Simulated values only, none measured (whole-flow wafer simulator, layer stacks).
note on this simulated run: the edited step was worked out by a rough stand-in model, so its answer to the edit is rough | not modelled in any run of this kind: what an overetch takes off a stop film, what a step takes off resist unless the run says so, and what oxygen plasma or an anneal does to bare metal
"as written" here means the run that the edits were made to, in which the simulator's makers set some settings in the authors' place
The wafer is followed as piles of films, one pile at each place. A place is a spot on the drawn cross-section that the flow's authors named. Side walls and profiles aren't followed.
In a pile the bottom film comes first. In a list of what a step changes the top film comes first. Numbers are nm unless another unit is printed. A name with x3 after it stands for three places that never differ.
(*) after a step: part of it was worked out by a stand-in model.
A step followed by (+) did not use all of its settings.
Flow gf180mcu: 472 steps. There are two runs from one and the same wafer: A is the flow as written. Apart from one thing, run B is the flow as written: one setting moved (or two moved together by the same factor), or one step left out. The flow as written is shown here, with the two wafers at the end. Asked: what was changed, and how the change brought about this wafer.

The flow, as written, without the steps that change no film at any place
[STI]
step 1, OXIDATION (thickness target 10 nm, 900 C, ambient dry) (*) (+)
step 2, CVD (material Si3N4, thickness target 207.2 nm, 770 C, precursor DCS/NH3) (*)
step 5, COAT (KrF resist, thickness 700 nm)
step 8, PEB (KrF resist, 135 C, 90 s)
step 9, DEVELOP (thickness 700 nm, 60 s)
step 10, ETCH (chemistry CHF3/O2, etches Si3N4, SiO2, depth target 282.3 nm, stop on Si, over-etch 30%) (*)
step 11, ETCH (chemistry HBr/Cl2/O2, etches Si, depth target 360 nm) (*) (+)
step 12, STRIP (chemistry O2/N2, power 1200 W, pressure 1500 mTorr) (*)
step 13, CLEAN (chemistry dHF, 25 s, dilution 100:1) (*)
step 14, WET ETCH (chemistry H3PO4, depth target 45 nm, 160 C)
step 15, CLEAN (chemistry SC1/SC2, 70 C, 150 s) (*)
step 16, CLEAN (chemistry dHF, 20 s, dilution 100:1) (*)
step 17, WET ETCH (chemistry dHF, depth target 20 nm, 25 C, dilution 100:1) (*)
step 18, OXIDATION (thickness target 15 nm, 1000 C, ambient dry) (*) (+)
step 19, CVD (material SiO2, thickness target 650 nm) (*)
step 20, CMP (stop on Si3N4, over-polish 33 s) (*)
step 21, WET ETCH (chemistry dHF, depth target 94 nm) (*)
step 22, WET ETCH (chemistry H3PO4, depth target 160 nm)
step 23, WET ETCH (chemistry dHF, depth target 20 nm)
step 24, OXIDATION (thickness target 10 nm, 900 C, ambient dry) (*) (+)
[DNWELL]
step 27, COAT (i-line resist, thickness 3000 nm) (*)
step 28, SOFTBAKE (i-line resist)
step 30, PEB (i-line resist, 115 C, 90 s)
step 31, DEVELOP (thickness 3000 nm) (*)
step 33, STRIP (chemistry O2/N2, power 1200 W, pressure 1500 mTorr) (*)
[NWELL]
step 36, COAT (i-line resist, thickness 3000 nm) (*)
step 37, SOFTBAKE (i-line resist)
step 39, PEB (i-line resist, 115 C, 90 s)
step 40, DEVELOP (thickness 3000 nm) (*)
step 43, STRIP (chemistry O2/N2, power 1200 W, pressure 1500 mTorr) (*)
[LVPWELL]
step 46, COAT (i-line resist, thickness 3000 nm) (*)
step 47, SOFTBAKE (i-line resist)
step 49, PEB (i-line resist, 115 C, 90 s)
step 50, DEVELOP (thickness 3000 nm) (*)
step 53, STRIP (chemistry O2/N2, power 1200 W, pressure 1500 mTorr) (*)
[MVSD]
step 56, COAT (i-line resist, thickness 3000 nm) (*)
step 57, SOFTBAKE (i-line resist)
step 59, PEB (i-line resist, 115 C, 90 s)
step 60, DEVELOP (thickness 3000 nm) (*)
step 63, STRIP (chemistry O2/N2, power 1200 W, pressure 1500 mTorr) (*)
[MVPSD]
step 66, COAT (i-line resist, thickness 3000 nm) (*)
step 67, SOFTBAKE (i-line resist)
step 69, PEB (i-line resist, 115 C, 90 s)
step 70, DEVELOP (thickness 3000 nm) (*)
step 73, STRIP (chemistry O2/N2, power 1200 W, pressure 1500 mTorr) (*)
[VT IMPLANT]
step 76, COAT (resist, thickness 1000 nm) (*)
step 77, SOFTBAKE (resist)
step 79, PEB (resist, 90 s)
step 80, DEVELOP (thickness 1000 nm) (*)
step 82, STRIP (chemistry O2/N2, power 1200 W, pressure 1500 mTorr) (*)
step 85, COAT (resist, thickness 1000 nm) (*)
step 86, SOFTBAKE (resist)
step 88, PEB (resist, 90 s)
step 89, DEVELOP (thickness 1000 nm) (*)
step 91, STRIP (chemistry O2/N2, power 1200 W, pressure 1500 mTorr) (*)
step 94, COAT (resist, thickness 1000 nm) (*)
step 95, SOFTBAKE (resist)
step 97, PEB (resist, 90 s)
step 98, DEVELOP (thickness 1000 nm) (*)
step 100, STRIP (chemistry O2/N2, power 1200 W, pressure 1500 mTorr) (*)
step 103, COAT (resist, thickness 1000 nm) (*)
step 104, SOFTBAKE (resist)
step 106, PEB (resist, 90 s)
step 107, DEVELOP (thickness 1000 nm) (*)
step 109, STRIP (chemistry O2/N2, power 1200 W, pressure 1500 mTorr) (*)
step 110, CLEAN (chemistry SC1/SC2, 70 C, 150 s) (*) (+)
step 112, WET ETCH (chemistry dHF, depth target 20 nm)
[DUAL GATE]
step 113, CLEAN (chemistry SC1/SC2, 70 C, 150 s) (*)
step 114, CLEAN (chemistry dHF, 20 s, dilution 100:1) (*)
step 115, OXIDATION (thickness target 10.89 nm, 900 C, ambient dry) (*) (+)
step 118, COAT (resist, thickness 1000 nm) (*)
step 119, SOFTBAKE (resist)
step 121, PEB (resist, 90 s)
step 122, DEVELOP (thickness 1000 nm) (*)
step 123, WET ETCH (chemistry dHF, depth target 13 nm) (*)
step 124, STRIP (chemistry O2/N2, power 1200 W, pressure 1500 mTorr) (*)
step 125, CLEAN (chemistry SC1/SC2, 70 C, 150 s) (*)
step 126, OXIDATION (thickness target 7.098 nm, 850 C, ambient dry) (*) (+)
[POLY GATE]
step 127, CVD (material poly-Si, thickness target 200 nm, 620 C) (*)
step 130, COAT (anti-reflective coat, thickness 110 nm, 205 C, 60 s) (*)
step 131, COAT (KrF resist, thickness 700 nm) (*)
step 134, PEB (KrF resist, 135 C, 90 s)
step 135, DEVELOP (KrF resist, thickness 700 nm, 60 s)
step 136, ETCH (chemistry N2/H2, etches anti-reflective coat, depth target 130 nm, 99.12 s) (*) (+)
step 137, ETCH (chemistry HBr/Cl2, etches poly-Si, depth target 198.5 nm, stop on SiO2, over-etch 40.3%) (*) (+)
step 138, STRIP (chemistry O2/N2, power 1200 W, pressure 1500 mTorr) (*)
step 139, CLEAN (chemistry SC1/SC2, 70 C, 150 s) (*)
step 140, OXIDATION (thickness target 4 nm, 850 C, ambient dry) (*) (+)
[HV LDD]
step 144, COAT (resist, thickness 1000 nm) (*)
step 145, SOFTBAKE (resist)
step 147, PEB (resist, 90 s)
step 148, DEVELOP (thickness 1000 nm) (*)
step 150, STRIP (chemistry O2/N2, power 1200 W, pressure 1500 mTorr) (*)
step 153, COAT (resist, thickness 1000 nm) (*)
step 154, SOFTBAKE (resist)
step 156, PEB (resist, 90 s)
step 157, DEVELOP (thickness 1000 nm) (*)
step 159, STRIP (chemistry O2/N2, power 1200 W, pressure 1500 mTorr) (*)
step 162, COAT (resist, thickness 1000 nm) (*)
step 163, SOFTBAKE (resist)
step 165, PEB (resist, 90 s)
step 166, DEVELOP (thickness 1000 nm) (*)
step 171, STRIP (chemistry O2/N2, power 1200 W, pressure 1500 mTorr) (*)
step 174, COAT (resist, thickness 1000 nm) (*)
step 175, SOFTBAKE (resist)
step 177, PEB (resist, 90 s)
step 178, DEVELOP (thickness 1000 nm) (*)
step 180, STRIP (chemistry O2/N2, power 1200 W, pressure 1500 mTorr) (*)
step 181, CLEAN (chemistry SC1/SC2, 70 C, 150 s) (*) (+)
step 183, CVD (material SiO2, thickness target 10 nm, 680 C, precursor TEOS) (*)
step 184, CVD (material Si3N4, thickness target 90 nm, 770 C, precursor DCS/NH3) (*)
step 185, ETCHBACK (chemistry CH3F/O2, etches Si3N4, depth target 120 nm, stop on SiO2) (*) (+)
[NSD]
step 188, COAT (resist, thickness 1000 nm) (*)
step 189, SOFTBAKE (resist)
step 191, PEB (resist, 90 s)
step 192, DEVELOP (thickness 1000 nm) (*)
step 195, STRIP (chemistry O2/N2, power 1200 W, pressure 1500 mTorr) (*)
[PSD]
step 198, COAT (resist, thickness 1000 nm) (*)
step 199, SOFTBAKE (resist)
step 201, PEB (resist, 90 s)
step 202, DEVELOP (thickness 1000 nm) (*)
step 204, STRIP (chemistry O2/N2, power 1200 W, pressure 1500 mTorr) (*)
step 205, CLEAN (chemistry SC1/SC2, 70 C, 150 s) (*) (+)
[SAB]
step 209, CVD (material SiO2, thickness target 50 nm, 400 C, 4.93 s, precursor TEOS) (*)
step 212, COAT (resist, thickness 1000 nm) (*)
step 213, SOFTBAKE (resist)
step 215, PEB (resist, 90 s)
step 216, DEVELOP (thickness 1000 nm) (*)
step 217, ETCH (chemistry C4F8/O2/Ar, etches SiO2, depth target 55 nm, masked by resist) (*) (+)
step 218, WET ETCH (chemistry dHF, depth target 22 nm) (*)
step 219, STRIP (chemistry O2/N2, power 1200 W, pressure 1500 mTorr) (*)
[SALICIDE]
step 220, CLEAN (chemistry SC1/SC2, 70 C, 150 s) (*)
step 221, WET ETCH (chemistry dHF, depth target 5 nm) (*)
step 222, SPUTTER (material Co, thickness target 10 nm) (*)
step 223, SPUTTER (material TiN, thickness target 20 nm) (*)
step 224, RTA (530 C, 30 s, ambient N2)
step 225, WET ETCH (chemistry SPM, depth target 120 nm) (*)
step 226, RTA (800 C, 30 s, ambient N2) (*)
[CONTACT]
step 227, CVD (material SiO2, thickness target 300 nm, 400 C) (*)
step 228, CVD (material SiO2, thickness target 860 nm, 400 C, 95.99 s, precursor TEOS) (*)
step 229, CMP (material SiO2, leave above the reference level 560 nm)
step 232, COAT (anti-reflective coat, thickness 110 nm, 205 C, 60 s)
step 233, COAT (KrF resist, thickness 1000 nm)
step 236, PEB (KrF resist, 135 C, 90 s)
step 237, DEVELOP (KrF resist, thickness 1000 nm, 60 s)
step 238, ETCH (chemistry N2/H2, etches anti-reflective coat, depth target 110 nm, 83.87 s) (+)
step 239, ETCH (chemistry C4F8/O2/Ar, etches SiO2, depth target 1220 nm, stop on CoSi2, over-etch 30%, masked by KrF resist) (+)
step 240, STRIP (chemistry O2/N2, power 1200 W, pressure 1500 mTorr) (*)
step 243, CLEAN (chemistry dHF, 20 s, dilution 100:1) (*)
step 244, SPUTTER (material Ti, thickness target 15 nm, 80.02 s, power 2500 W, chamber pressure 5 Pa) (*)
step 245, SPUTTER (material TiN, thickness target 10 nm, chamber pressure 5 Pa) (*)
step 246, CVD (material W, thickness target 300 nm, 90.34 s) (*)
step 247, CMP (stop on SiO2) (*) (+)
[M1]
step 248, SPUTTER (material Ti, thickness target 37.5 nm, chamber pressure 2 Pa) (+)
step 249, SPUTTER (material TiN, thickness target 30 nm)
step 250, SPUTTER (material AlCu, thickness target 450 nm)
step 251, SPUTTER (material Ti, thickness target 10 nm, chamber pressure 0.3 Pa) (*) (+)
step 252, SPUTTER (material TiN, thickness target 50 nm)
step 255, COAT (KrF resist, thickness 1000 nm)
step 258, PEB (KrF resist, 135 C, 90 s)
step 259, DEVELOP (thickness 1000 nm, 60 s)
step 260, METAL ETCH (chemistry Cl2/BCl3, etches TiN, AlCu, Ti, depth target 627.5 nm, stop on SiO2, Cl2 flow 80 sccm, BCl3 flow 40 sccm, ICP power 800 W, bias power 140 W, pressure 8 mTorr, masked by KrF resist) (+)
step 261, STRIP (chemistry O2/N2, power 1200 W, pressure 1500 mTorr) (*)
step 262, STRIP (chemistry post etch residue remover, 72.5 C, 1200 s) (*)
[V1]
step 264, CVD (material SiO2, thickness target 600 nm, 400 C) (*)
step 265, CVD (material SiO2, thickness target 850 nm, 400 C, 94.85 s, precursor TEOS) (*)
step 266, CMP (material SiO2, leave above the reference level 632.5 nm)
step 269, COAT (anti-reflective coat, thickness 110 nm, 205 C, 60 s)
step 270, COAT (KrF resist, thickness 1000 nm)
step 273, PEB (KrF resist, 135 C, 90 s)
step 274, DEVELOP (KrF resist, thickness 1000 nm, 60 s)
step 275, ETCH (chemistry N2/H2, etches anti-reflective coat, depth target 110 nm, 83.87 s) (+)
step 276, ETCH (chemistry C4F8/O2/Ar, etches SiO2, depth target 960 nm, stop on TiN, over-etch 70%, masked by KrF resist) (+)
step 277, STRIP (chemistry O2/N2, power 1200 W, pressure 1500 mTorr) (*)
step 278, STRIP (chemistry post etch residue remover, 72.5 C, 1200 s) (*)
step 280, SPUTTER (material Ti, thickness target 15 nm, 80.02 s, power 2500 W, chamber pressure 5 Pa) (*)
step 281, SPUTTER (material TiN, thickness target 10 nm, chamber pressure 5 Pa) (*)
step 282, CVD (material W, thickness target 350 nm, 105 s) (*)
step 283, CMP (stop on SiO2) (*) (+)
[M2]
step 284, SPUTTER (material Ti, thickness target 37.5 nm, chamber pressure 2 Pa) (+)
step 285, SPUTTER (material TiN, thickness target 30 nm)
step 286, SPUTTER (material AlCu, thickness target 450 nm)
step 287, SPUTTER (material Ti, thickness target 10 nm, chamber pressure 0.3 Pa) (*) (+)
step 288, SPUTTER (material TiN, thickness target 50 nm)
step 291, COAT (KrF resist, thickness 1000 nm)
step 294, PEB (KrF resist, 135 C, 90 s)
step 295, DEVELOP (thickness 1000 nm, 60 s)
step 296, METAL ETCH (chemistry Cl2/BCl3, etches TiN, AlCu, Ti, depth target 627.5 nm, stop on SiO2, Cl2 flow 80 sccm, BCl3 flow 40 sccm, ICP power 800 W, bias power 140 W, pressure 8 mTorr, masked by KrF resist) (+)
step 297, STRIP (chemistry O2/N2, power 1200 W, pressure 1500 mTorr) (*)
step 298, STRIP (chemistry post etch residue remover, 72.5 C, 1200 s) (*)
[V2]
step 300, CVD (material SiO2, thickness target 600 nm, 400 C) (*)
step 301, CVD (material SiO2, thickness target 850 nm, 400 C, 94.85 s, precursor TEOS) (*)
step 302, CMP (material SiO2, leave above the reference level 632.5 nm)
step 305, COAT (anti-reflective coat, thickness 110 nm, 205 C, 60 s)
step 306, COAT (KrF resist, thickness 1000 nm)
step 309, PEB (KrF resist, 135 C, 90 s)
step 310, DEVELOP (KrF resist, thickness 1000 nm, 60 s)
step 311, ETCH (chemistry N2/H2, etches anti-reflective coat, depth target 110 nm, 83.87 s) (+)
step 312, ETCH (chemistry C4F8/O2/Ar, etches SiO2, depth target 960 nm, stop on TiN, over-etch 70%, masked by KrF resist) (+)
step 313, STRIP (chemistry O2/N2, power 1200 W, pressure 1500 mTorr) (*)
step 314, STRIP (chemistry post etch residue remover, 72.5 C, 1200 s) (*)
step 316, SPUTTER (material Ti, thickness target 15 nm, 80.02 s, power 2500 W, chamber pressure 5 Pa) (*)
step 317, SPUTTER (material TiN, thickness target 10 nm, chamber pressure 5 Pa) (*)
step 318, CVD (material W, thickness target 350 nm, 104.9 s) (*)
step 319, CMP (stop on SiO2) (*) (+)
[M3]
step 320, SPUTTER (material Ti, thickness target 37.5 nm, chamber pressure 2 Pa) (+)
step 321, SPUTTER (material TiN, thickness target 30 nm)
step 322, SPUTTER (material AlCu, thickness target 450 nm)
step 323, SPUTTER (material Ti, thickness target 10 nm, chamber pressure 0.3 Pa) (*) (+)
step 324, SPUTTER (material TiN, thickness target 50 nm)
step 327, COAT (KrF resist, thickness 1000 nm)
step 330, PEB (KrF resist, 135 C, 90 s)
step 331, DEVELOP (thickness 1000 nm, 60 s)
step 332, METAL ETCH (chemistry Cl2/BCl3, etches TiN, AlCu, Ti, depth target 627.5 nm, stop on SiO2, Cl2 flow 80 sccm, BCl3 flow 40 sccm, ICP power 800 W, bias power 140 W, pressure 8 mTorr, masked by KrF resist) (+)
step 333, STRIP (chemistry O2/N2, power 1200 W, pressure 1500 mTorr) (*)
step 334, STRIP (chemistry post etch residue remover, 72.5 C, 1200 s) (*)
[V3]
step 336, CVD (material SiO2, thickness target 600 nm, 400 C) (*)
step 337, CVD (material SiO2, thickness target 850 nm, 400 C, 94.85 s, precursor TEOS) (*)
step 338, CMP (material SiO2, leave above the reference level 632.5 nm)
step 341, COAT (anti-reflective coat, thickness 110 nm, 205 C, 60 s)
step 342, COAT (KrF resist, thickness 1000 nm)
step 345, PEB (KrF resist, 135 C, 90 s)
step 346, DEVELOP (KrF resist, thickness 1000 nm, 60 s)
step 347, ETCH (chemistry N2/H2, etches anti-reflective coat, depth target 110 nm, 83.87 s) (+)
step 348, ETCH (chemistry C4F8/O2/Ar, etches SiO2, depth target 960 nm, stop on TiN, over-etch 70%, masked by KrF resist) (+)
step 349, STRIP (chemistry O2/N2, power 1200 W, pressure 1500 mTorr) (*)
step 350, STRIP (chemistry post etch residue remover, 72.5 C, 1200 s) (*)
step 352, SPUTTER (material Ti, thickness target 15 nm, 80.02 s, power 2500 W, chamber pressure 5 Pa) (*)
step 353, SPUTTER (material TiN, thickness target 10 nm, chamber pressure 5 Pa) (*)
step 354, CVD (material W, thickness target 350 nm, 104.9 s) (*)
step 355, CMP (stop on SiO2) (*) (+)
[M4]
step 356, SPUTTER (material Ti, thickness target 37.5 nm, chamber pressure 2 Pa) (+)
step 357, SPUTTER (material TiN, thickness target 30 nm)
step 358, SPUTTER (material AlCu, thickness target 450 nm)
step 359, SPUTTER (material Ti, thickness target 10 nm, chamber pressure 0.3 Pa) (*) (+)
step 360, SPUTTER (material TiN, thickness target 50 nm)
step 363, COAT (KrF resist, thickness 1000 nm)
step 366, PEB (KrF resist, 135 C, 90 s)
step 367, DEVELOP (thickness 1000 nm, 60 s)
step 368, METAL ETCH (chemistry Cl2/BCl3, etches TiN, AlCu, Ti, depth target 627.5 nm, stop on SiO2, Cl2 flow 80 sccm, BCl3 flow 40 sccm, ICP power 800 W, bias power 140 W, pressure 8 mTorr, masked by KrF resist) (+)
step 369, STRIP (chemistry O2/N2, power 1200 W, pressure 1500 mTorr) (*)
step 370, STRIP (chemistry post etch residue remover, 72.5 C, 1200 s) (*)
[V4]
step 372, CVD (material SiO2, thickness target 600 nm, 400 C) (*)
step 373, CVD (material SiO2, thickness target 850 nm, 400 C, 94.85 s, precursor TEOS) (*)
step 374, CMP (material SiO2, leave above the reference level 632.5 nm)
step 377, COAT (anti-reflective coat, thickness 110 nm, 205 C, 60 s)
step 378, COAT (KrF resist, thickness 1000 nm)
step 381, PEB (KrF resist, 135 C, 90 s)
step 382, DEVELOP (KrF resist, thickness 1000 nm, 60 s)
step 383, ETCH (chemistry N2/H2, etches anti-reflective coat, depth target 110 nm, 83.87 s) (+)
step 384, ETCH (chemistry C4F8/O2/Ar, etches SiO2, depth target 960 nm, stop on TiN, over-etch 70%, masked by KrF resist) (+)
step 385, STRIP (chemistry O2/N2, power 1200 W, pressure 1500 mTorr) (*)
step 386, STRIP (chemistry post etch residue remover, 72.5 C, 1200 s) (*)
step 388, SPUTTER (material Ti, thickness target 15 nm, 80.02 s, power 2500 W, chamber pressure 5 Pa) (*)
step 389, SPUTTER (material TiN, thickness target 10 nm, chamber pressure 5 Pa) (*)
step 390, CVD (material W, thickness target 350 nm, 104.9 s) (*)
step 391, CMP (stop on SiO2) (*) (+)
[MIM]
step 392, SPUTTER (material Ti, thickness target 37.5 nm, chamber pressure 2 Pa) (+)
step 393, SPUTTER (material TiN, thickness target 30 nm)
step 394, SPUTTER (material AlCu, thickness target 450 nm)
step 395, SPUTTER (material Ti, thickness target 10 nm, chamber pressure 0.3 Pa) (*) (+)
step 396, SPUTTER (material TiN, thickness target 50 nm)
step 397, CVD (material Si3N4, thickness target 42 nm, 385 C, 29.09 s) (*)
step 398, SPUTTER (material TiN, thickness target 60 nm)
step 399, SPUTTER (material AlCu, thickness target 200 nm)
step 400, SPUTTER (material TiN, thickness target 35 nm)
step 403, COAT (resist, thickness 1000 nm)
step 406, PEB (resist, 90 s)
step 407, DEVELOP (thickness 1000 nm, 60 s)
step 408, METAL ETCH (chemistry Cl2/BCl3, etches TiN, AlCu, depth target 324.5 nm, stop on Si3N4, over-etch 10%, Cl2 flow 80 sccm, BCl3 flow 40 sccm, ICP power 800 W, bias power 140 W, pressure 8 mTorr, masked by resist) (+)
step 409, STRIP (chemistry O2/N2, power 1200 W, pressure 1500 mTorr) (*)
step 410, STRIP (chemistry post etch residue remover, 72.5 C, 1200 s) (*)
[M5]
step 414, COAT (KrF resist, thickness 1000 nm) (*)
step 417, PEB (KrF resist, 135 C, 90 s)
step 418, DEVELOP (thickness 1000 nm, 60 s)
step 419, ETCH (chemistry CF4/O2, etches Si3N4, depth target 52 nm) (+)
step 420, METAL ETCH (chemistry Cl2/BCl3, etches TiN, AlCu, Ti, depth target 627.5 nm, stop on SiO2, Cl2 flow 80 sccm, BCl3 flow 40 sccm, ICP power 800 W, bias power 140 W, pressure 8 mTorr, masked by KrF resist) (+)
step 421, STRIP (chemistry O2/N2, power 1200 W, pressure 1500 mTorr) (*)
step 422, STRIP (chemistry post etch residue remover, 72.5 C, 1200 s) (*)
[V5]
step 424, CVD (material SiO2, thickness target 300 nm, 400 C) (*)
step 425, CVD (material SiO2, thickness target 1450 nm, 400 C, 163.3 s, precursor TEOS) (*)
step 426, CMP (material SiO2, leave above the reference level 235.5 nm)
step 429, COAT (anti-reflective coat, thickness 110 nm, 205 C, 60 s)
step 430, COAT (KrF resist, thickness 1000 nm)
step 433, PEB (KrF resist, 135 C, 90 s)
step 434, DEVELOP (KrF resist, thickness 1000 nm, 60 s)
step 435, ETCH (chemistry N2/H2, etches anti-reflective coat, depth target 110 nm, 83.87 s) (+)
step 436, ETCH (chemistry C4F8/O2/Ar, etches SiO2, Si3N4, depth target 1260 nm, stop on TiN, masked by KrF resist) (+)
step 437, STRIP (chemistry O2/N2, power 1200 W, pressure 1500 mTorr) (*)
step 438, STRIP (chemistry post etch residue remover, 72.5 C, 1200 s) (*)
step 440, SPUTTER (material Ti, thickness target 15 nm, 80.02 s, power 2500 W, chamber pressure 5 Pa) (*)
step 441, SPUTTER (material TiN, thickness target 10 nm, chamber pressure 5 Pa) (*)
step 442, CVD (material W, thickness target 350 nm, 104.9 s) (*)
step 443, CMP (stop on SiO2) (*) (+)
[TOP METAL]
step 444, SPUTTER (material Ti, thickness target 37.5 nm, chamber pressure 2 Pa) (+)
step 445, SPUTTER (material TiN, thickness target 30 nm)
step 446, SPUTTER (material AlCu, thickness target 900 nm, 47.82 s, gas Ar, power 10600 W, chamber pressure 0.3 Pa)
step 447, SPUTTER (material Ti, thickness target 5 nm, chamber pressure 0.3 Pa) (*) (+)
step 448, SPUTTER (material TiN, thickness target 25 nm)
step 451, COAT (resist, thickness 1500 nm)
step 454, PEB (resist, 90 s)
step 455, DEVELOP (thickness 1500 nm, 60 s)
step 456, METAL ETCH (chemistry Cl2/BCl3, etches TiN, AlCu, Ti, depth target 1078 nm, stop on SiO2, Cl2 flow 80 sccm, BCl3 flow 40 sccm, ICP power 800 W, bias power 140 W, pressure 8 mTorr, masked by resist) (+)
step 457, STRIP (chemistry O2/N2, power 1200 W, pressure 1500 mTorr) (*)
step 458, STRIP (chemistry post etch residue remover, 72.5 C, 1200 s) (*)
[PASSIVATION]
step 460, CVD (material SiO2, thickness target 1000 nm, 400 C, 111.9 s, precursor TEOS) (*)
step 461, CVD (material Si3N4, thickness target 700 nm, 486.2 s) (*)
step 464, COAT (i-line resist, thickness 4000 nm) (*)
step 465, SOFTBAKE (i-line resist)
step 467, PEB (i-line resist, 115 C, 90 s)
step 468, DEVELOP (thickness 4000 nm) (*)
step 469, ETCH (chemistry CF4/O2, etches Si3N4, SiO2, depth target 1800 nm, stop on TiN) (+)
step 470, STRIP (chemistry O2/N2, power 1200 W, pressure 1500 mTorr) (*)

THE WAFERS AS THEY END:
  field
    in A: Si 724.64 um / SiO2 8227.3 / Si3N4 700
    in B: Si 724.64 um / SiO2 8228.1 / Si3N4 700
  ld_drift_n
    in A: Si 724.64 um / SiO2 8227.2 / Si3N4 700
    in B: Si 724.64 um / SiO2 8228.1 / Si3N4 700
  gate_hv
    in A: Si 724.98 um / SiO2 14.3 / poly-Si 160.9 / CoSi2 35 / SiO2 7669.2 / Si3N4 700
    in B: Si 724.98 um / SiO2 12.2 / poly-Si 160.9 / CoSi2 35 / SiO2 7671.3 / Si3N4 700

The reason: step 115, OXIDATION: thickness target 8.6 nm was run, though the flow has thickness target 10.89 nm.

The path from the change to this, step by step:
  step 115, OXIDATION (thickness target 10.89 nm, 900 C, ambient dry) (*) (+)
      active, n_well, p_well and 40 more: A SiO2 gains 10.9 (new film), Si loses 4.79 | B SiO2 gains 8.6 (new film), Si loses 3.78
  step 123, WET ETCH (chemistry dHF, depth target 13 nm) (*)
      active, n_well, p_well and 12 more: A SiO2 loses 10.9 (all of it) | B SiO2 loses 8.6 (all of it)
  step 189, SOFTBAKE (resist)
      nw_enc_fld_lv__w3: A resist gains 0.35 | B resist loses 0.5
      active_hv: A resist gains 0.78 | B resist gains 0.19
      (as well as at 1 more place)
  step 199, SOFTBAKE (resist)
      nw_enc_fld_lv__w3: A resist gains 0.35 | B resist loses 0.5
      active_hv: A resist gains 0.78 | B resist gains 0.19
      (as well as at 1 more place)
  step 218, WET ETCH (chemistry dHF, depth target 22 nm) (*)
      ldn_tap, ldn_src, ldn_drn, ldp_tap, ldp_src, ldp_drn, ldp_gr: A SiO2 loses 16 (all of it) | B SiO2 loses 14 (all of it)
      ld_drn_n, ld_sd_p: A SiO2 loses 14.8 (all of it) | B SiO2 loses 12.8 (all of it)
      (as well as at 5 more places)
  step 223, SPUTTER (material TiN, thickness target 20 nm) (*)
      field__w12: A TiN gains 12 (new film) | B TiN gains 12.6 (new film)
  step 225, WET ETCH (chemistry SPM, depth target 120 nm) (*)
      field__w12: A TiN loses 12 (all of it), Co loses 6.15 (all of it) | B TiN loses 12.6 (all of it), Co loses 6.15 (all of it)
